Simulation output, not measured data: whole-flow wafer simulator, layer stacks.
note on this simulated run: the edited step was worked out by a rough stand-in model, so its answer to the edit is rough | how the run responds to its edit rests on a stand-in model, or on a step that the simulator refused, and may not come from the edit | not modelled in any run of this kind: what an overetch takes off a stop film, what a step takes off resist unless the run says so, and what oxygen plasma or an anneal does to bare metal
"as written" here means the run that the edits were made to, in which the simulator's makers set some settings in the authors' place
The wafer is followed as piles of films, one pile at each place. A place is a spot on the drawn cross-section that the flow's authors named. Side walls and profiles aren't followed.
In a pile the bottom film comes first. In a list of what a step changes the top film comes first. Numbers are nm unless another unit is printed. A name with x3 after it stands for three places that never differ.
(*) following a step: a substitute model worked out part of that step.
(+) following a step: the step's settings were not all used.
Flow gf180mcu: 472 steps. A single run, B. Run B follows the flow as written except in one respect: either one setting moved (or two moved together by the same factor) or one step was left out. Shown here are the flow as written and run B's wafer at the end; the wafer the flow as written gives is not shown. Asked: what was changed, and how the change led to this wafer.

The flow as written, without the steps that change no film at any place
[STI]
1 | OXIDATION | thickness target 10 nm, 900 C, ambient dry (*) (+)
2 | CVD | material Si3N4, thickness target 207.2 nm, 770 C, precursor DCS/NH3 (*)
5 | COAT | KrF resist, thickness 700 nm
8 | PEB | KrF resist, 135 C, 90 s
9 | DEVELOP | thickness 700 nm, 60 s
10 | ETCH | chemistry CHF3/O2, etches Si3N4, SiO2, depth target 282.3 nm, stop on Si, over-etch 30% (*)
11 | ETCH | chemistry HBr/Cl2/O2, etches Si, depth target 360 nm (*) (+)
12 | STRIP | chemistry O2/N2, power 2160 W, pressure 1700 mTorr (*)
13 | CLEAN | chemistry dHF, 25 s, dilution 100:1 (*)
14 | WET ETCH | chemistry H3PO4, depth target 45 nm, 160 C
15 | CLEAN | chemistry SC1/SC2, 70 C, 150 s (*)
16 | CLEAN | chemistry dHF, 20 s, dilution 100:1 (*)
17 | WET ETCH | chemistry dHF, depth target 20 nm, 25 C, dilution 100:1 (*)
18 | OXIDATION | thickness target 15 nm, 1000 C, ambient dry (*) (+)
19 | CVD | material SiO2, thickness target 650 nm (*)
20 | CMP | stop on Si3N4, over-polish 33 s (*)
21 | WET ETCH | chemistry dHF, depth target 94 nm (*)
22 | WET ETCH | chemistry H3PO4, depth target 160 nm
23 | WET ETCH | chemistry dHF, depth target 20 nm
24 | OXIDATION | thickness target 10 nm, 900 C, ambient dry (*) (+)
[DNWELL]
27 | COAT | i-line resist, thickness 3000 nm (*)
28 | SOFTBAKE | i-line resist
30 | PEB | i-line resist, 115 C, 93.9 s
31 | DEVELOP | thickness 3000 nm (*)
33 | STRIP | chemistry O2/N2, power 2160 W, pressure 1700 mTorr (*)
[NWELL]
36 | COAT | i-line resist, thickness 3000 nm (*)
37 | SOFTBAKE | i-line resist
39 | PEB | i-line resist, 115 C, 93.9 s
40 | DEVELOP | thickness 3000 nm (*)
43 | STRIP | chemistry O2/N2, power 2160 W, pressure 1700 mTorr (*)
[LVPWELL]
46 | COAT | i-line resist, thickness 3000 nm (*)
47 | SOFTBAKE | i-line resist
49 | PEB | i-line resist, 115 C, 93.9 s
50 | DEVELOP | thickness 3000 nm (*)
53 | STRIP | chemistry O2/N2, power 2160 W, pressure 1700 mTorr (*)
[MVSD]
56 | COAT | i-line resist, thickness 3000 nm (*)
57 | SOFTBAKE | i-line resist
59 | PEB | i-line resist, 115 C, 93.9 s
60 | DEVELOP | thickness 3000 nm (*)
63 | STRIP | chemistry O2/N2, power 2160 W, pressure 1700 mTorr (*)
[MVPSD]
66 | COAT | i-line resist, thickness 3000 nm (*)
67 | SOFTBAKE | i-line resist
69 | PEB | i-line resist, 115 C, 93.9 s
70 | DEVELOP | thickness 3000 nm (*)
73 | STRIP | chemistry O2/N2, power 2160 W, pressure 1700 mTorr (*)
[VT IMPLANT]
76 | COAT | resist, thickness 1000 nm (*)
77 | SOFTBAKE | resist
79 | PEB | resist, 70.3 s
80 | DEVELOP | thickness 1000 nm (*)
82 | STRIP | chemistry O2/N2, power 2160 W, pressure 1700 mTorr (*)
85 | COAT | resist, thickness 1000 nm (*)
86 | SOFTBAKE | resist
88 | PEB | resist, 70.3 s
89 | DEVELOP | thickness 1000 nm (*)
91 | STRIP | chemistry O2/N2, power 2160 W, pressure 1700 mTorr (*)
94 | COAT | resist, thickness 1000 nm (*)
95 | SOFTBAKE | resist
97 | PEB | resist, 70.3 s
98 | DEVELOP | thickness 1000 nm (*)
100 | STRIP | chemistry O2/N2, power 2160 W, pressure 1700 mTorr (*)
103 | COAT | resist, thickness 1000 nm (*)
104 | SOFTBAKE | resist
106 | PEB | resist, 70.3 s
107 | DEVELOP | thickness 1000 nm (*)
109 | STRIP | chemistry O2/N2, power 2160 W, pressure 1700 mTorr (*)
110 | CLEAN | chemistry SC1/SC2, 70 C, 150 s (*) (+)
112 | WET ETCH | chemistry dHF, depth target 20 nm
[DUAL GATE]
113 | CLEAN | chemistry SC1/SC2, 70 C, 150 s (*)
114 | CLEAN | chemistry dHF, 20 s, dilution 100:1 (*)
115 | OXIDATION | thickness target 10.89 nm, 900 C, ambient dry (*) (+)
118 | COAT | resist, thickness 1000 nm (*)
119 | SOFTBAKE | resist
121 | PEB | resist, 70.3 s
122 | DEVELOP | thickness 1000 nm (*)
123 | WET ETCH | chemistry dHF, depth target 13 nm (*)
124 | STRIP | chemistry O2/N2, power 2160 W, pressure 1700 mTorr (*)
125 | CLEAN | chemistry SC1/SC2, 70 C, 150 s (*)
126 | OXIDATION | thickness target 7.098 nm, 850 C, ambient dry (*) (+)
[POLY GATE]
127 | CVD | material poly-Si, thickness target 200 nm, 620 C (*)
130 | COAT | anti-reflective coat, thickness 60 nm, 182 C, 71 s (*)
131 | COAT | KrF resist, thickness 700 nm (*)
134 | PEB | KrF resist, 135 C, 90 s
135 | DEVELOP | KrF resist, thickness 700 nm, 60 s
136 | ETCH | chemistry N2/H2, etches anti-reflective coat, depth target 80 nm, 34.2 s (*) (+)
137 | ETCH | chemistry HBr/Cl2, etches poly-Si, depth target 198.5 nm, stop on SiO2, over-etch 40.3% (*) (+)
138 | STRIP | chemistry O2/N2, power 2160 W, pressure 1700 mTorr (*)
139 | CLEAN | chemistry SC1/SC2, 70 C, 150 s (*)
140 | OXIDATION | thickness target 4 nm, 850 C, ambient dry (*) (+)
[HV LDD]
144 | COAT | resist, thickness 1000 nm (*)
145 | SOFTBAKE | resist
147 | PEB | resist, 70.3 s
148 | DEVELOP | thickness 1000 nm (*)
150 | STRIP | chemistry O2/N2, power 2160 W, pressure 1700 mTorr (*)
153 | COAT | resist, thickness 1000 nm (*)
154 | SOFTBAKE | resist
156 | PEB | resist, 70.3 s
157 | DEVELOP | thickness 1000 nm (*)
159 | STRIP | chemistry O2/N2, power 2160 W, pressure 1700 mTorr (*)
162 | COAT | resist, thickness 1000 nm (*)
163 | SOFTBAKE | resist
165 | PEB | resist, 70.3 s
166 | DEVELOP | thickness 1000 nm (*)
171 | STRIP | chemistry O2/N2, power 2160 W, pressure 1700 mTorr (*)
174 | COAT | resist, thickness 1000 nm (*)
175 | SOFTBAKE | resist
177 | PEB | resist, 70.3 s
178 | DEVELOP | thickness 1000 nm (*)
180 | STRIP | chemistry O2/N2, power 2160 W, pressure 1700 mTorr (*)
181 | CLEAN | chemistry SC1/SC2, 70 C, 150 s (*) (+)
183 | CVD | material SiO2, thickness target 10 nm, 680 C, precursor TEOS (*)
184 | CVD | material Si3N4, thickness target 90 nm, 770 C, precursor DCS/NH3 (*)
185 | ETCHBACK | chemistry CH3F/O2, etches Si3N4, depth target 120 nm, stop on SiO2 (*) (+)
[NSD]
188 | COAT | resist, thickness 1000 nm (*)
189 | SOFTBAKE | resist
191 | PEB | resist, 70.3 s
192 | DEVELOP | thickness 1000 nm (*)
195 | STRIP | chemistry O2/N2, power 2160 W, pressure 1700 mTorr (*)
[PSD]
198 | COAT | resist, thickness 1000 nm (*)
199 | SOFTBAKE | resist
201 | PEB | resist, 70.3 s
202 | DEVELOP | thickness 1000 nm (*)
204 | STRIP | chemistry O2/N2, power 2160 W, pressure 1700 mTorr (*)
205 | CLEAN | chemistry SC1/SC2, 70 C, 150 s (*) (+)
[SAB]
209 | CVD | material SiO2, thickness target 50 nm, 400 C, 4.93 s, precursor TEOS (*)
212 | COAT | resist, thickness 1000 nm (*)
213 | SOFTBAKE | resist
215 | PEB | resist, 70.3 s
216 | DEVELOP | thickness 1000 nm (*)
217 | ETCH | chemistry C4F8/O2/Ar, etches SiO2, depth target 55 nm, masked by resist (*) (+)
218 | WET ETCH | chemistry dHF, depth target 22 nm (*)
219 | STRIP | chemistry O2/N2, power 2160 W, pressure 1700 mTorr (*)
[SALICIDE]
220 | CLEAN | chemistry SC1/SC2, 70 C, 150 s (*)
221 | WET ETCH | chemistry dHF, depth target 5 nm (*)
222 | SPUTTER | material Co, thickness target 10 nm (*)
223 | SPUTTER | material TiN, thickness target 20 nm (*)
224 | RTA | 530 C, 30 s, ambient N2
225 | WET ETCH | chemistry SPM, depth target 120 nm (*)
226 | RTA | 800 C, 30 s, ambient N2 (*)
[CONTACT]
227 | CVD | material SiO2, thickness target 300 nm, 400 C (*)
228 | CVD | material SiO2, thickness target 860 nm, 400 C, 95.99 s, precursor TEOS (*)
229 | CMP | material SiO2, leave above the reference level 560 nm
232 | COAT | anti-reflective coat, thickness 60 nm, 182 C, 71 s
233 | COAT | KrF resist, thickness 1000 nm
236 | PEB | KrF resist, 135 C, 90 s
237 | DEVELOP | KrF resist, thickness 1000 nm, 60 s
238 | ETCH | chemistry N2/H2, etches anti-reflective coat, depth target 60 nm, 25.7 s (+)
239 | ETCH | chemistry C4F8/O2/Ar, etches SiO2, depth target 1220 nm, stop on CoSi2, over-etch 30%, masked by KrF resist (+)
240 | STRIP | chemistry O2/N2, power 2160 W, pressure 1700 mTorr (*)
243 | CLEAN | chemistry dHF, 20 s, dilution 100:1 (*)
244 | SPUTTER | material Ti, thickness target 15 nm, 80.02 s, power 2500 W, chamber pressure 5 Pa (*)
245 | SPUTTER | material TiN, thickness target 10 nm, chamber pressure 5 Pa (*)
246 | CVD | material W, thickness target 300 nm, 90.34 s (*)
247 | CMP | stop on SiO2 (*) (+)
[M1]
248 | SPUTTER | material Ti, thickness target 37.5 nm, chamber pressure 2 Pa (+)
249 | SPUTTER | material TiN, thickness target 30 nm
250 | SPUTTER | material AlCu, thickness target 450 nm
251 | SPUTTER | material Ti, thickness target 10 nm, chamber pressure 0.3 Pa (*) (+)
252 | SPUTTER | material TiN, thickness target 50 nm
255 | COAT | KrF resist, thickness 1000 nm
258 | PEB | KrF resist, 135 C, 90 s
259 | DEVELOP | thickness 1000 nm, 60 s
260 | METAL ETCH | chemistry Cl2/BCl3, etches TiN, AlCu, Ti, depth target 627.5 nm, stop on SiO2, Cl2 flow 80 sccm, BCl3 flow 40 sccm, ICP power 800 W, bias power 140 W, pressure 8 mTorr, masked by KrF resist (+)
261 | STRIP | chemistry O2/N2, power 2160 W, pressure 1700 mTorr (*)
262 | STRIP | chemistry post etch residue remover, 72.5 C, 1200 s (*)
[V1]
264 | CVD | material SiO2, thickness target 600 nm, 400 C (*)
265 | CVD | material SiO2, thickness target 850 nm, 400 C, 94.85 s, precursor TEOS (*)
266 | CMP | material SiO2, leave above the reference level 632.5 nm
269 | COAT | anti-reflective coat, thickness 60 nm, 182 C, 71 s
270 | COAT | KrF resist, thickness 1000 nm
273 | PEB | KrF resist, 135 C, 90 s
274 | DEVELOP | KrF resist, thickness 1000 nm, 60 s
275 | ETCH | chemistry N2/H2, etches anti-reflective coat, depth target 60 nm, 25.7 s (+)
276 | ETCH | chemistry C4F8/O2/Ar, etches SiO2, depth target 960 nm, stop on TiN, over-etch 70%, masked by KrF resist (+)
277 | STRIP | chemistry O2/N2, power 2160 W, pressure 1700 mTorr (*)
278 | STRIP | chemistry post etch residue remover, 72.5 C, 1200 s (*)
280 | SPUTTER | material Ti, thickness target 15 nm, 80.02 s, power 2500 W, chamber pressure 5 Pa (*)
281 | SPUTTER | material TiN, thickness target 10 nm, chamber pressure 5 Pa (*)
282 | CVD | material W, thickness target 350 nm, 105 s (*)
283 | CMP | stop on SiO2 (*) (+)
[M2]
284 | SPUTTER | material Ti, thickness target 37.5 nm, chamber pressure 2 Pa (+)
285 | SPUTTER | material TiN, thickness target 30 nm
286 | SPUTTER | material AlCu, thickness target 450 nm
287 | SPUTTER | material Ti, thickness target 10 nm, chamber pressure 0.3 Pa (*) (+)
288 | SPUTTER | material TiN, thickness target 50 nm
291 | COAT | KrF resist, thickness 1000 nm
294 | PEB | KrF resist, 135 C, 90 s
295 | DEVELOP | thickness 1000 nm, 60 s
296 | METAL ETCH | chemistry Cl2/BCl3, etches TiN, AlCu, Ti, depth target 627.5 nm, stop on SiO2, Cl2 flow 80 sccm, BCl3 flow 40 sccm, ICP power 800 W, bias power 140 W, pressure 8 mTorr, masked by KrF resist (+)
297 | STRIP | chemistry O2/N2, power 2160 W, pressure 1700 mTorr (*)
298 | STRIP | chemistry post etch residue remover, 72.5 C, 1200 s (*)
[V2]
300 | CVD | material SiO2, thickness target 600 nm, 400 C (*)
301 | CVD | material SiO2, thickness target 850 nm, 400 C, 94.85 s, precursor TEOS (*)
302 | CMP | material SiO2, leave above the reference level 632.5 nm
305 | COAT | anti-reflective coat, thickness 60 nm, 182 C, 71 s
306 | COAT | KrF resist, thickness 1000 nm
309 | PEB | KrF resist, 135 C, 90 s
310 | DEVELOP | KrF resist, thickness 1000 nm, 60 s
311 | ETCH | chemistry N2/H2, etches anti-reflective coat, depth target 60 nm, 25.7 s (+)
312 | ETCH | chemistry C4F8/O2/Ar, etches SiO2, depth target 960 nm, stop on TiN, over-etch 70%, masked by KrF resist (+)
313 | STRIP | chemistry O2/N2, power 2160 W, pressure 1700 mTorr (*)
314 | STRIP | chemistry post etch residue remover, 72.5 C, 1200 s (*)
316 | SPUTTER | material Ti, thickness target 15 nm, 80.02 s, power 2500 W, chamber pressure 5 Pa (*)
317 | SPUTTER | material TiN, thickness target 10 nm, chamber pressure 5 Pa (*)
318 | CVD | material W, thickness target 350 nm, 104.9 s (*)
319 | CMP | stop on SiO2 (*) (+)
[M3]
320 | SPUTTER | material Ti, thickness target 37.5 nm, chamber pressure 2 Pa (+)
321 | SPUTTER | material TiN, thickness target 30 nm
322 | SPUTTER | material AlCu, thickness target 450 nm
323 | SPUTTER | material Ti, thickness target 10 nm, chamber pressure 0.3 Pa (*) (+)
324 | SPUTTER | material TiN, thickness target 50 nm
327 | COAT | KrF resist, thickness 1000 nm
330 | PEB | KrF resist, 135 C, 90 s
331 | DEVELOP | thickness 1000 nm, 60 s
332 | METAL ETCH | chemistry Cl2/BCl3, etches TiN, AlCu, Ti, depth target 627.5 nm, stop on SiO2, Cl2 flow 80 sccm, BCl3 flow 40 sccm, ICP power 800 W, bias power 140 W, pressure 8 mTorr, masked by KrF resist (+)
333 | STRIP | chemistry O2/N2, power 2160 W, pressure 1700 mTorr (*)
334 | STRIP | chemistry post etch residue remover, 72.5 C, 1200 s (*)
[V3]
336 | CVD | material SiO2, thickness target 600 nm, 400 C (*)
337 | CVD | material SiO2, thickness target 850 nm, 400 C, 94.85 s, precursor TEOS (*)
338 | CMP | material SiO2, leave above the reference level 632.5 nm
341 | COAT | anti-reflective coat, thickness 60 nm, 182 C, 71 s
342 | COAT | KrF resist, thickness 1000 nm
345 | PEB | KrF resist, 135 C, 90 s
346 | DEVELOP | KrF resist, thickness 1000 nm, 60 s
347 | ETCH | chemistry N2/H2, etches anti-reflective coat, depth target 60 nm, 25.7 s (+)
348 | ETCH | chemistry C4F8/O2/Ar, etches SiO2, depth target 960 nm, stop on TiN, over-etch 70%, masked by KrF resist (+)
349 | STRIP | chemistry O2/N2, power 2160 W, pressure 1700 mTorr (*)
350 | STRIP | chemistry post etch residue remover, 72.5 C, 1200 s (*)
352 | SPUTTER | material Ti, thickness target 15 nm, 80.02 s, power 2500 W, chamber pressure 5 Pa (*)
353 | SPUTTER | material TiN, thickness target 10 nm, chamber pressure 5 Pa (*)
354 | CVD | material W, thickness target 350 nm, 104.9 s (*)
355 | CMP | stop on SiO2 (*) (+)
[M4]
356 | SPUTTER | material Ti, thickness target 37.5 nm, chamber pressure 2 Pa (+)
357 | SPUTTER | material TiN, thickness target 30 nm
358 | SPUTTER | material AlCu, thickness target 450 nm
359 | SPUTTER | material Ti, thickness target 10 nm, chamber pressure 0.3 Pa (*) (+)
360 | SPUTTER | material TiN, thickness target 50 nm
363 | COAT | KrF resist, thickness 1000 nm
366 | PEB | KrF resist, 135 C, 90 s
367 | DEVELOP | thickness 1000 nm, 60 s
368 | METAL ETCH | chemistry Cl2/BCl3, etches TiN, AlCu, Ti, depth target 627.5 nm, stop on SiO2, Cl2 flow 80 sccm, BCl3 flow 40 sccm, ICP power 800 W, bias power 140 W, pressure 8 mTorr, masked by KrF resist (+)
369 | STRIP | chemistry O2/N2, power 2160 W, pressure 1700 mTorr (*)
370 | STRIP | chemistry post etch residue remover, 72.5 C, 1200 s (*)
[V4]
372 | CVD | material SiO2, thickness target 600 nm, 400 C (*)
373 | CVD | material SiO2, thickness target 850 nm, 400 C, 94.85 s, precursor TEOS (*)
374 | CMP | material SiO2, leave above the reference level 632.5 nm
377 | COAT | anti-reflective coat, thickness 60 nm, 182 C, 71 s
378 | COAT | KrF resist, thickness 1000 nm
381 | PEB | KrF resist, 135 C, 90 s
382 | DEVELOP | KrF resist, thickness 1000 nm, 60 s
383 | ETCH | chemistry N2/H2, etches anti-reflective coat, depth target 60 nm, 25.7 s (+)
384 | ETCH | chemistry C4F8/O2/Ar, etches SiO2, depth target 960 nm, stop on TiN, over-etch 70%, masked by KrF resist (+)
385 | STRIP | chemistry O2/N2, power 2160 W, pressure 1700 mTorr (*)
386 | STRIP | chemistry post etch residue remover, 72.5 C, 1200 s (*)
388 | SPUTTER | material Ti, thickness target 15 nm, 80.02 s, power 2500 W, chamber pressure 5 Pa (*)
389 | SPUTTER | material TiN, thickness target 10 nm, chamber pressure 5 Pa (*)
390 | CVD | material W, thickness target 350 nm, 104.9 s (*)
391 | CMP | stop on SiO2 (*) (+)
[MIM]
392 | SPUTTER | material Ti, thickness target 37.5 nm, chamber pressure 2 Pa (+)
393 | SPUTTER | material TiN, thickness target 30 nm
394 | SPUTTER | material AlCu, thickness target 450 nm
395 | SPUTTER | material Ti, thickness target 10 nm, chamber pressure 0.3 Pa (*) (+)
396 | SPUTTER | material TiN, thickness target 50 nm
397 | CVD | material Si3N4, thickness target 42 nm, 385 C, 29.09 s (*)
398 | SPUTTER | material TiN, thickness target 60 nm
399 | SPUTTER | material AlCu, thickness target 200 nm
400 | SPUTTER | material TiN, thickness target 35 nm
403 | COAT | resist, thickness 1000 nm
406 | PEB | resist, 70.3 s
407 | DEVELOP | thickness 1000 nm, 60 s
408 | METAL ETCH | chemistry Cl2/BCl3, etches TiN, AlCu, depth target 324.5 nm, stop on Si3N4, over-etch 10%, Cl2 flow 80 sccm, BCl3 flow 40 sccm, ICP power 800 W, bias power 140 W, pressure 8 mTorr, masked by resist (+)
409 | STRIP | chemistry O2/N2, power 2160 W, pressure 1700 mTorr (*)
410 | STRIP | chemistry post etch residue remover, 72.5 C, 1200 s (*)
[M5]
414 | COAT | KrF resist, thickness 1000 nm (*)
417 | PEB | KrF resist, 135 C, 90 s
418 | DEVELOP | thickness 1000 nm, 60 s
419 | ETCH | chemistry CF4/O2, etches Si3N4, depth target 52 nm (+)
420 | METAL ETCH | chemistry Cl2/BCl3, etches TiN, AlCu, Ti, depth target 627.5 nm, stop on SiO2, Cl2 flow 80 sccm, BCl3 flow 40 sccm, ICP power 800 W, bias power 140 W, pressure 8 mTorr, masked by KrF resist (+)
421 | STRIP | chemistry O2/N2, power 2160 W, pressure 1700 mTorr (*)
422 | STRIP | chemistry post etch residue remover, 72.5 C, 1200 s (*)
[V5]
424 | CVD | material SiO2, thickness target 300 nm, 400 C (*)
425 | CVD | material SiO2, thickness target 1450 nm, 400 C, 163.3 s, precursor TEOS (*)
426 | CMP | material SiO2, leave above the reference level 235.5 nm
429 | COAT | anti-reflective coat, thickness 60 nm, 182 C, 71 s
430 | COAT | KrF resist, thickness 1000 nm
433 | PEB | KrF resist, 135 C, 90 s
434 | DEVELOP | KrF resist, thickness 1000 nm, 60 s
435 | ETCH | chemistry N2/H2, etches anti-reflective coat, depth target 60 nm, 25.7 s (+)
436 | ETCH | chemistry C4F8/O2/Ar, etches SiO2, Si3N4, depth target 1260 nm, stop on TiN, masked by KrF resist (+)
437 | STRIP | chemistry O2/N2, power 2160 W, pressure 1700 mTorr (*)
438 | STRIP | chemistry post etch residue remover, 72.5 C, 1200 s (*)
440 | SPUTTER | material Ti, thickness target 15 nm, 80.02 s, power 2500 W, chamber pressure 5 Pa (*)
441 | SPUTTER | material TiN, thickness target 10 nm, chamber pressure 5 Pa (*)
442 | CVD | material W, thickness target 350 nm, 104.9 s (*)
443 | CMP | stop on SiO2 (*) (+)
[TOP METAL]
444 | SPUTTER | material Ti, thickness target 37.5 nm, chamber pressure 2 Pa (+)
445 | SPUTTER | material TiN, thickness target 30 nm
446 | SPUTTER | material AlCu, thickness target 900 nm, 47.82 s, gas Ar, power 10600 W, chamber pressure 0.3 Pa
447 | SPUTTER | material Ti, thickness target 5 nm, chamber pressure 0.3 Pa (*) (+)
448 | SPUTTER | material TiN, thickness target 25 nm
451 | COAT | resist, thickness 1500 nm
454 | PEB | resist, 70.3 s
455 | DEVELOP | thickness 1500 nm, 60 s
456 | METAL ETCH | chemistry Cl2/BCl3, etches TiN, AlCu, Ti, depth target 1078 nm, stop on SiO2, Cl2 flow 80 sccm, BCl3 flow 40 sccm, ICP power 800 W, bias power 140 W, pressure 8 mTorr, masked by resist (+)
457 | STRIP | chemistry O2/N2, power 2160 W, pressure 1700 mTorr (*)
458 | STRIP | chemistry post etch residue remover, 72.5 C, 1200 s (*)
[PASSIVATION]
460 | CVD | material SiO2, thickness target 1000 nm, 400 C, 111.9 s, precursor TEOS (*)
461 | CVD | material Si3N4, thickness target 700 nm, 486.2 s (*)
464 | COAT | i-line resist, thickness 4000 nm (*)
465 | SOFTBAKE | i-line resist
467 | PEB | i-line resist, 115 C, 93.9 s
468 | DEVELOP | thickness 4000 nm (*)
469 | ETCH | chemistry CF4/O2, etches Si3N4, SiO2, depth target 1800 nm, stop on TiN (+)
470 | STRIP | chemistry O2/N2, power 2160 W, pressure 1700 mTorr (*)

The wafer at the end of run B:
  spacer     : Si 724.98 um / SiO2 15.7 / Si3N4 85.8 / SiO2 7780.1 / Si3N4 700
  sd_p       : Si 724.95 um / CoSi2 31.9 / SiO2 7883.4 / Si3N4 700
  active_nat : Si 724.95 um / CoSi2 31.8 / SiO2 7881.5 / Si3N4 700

The reason: step 183, CVD: thickness target 8.5 nm was run, though the flow has thickness target 10 nm.

How this came from the change, step by step:
  183 | CVD | material SiO2, thickness target 10 nm, 680 C, precursor TEOS (*)
      field, field__w1, field__w2 and 99 more: +8.5 SiO2 (in the flow as written it would be: +10 SiO2)
      ld_drift_p: +8.39 SiO2 (in the flow as written it would be: +9.87 SiO2)
      (and at 1 other place as well)
  189 | SOFTBAKE | resist
      field: -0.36 resist (in the flow as written it would be: +3.56 resist)
      active_hv: -0.54 resist (in the flow as written it would be: +2.68 resist)
      (and at 2 other places as well)
  199 | SOFTBAKE | resist
      field: -0.36 resist (in the flow as written it would be: +3.56 resist)
      active_hv: -0.54 resist (in the flow as written it would be: +2.68 resist)
      (and at 2 other places as well)
  218 | WET ETCH | chemistry dHF, depth target 22 nm (*)
      gate, gate_hv, gate_p and 23 more: -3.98 SiO2 (all of it) (in the flow as written it would be: -5.48 SiO2 (all of it))
      active, p_well, sd_n, iso_ptap_pw, iso_ntap_nw, iso_ptap_sub, vpnp_e: -7.51 SiO2 (all of it) (in the flow as written it would be: -9.01 SiO2 (all of it))
      (and at 16 other places as well)
  226 | RTA | 800 C, 30 s, ambient N2 (*)
      ld_sd_p: +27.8 CoSi2 (new film), -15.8 CoSi (all of it), -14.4 Si (in the flow as written it would be: +28.4 CoSi2 (new film), -16.1 CoSi (all of it), -14.7 Si)
